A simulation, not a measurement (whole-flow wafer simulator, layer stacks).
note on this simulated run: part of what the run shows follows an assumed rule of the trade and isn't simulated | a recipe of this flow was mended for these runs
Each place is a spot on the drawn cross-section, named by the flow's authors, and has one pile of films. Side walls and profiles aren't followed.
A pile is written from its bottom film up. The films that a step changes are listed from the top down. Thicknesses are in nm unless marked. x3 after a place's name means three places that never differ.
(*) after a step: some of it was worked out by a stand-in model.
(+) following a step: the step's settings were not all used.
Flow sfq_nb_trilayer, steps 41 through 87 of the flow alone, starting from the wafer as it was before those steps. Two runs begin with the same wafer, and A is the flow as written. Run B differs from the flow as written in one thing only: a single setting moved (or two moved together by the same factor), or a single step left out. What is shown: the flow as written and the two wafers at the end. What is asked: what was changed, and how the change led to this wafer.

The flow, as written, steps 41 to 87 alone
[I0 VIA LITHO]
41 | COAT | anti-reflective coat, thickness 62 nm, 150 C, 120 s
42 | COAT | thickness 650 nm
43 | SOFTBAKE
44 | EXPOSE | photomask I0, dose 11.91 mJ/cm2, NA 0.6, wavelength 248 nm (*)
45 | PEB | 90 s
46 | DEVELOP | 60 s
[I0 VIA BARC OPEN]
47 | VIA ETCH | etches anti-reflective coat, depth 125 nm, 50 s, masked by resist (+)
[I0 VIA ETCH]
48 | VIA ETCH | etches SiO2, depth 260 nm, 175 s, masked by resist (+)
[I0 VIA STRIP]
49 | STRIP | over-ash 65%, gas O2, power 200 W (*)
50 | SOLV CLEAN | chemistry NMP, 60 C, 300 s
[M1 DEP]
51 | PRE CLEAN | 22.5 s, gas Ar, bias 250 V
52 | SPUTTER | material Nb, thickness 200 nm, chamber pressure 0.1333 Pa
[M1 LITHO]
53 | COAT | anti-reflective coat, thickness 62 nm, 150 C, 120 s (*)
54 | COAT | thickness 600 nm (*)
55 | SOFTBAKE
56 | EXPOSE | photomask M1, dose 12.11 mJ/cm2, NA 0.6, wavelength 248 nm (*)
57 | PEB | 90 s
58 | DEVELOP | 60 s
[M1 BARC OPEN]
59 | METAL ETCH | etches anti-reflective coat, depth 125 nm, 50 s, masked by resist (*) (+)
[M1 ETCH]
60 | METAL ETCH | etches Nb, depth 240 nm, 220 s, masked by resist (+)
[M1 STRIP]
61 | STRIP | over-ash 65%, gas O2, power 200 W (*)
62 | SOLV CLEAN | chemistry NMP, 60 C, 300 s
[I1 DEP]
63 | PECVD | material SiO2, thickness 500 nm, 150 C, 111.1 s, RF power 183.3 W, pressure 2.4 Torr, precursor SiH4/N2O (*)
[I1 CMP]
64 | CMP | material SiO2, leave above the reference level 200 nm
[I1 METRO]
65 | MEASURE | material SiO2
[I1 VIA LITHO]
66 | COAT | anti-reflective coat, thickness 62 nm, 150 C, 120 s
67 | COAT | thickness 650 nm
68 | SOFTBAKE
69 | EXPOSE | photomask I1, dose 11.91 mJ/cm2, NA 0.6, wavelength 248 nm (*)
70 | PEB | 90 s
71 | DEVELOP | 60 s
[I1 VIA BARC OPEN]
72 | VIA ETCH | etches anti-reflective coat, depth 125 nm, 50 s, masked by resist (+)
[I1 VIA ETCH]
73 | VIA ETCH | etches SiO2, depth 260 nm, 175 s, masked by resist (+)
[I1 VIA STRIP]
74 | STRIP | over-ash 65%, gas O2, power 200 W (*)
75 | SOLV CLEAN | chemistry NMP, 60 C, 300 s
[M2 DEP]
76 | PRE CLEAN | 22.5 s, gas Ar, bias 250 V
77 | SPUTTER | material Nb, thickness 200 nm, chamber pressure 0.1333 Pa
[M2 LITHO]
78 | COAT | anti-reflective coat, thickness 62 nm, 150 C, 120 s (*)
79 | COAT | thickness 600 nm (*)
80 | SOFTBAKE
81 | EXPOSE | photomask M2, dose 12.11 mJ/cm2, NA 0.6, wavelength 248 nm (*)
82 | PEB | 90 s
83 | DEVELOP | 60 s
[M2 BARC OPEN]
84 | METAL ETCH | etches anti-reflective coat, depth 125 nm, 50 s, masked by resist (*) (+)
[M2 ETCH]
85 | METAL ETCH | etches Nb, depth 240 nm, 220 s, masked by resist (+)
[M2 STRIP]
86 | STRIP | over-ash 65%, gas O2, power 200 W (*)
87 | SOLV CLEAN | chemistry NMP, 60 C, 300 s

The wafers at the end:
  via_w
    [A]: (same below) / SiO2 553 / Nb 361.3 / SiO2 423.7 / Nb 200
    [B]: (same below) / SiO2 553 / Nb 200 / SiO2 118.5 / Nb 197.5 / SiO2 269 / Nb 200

The reason: step 47, VIA ETCH: etches anti-reflective coat, depth 125 nm, 50 s, masked by resist (+), was skipped.

The path from the change to this, step by step:
  48 | VIA ETCH | etches SiO2, depth 260 nm, 175 s, masked by resist (+)
      via_w: A SiO2 loses 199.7 (all of it), Nb loses 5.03 | B anti-reflective coat loses 62 (all of it), SiO2 loses 74
  49 | STRIP | over-ash 65%, gas O2, power 200 W (*)
      field_l, v_sur, via_wl and 102 more: A KrF-resist-other-grade loses 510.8 (all of it), anti-reflective coat loses 62 (all of it) | B KrF-resist-other-grade loses 580.3 (all of it), anti-reflective coat loses 62 (all of it)
  51 | PRE CLEAN | 22.5 s, gas Ar, bias 250 V
      via_w: A Nb loses 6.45 | B SiO2 loses 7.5
  52 | SPUTTER | material Nb, thickness 200 nm, chamber pressure 0.1333 Pa
      via_w: A Nb gains 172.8 | B Nb gains 197.5 (new film)
  53 | COAT | anti-reflective coat, thickness 62 nm, 150 C, 120 s (*)
      field_l: A anti-reflective coat gains 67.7 (new film) | B anti-reflective coat gains 59.2 (new film)
      v_sur: A anti-reflective coat gains 45.6 (new film) | B anti-reflective coat gains 47.2 (new film)
      (and at 6 other places as well)
  54 | COAT | thickness 600 nm (*)
      via_w: A KrF-resist-other-grade gains 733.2 (new film) | B KrF-resist-other-grade gains 618.8 (new film)
  59 | METAL ETCH | etches anti-reflective coat, depth 125 nm, 50 s, masked by resist (*) (+)
      field_l: A anti-reflective coat loses 67.7 (all of it) | B anti-reflective coat loses 59.2 (all of it)
  61 | STRIP | over-ash 65%, gas O2, power 200 W (*)
      v_sur: A KrF-resist-other-grade loses 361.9 (all of it), anti-reflective coat loses 45.6 (all of it) | B KrF-resist-other-grade loses 369.7 (all of it), anti-reflective coat loses 47.2 (all of it)
      via_wl: A KrF-resist-other-grade loses 382.3 (all of it), anti-reflective coat loses 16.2 (all of it) | B KrF-resist-other-grade loses 376.7 (all of it), anti-reflective coat loses 38.3 (all of it)
      (and at 5 other places as well)
  63 | PECVD | material SiO2, thickness 500 nm, 150 C, 111.1 s, RF power 183.3 W, pressure 2.4 Torr, precursor SiH4/N2O (*)
      via_w: A SiO2 gains 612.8 (new film) | B SiO2 gains 500 (new film)
  64 | CMP | material SiO2, leave above the reference level 200 nm
      via_w: A SiO2 loses 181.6 | B SiO2 loses 223.5
Taking metal films that touch as one body, via_w has 3 bodies (between them, from the top down: SiO2 269; SiO2 118.5); the flow as written gives 2 bodies (between them, from the top down: SiO2 423.7).
